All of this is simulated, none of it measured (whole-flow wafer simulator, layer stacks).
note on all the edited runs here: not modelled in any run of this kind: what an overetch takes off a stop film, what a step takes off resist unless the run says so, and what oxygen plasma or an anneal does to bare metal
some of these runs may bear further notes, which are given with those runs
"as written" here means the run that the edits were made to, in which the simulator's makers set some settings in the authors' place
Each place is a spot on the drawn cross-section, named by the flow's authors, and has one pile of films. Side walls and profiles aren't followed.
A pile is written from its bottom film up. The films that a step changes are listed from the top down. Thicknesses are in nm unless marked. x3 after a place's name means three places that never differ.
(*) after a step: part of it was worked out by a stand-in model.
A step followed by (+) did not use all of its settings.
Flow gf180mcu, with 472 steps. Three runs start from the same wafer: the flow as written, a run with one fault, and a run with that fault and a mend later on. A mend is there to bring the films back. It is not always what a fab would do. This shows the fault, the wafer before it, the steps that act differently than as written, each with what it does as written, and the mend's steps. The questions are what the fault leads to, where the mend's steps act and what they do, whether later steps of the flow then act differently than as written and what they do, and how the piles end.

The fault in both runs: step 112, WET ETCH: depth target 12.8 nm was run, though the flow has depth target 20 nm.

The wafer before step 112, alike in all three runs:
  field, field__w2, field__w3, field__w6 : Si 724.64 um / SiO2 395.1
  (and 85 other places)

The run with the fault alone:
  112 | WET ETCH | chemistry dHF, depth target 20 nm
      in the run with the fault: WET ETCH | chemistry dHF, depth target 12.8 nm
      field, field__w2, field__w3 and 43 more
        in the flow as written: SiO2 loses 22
        in the run with the fault: SiO2 loses 14.1
  Steps later in the flow that act otherwise than as written (not shown: 55 more steps that differ only slightly, by at most 2% or 0.5 nm, whichever is larger):
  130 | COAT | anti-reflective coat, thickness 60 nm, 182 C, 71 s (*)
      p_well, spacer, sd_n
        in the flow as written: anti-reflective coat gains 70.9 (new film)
        in the run with the fault: anti-reflective coat gains 78.5 (new film)
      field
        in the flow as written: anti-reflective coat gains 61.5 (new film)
        in the run with the fault: anti-reflective coat gains 59 (new film)
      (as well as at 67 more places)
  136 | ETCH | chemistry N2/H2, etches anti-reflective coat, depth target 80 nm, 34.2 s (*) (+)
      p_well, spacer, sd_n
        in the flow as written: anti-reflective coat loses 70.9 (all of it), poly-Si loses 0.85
        in the run with the fault: anti-reflective coat loses 78.5 (all of it), poly-Si loses 0.65
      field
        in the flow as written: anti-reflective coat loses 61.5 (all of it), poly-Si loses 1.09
        in the run with the fault: anti-reflective coat loses 59 (all of it), poly-Si loses 1.15
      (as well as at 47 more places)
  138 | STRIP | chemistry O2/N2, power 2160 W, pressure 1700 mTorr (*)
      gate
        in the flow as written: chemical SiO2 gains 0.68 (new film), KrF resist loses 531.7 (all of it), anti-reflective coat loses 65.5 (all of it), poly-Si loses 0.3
        in the run with the fault: chemical SiO2 gains 0.68 (new film), KrF resist loses 532 (all of it), anti-reflective coat loses 68.9 (all of it), poly-Si loses 0.3
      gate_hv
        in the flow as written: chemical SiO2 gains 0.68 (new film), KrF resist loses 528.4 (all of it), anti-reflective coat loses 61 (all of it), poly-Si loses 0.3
        in the run with the fault: chemical SiO2 gains 0.68 (new film), KrF resist loses 530 (all of it), anti-reflective coat loses 62.3 (all of it), poly-Si loses 0.3
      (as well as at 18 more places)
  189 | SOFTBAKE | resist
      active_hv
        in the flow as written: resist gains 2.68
        in the run with the fault: resist loses 0.44
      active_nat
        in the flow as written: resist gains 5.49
        in the run with the fault: resist gains 9.3
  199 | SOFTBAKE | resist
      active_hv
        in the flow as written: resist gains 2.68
        in the run with the fault: resist loses 0.44
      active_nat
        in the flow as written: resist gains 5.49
        in the run with the fault: resist gains 9.3
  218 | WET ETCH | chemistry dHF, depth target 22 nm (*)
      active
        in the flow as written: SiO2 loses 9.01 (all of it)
        in the run with the fault: SiO2 loses 8.09 (all of it)
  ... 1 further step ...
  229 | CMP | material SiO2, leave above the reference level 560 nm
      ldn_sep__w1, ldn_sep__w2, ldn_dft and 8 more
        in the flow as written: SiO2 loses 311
        in the run with the fault: SiO2 loses 318.9
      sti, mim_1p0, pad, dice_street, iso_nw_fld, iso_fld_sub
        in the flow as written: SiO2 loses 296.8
        in the run with the fault: SiO2 loses 304.7
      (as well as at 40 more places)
  By the end, the piles at ld_fp_n, ld_fp_p, npoly_u and 9 more depart from the flow's by more than 2% or 0.5 nm, whichever is larger.
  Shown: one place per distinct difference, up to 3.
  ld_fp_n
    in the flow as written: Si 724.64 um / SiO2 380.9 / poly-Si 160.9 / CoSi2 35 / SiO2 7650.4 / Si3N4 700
    in the run with the fault: Si 724.64 um / SiO2 388.8 / poly-Si 160.9 / CoSi2 35 / SiO2 7642.5 / Si3N4 700
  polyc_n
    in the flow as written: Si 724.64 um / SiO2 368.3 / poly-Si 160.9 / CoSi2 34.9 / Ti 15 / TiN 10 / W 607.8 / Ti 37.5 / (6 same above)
    in the run with the fault: Si 724.64 um / SiO2 376.2 / poly-Si 160.9 / CoSi2 34.9 / Ti 15 / TiN 10 / W 599.9 / Ti 37.5 / (6 same above)
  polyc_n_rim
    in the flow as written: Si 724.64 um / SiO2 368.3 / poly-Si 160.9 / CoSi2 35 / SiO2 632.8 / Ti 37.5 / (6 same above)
    in the run with the fault: Si 724.64 um / SiO2 376.2 / poly-Si 160.9 / CoSi2 35 / SiO2 624.8 / Ti 37.5 / (6 same above)

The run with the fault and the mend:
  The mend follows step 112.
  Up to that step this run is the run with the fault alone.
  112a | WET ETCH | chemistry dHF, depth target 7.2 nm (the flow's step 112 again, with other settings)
      field, field__w2, field__w3 and 43 more
        SiO2 loses 7.2
  Steps later in the flow that act otherwise than as written (not shown: 56 more steps that differ only slightly, by at most 2% or 0.5 nm, whichever is larger):
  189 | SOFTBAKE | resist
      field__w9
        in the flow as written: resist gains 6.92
        in the run with the mend: resist loses 3.06
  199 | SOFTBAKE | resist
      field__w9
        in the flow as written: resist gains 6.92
        in the run with the mend: resist loses 3.06
  When the end is reached, the piles differ only a little from the flow's at the places that both follow, at most by 2% or 0.5 nm, whichever is larger.
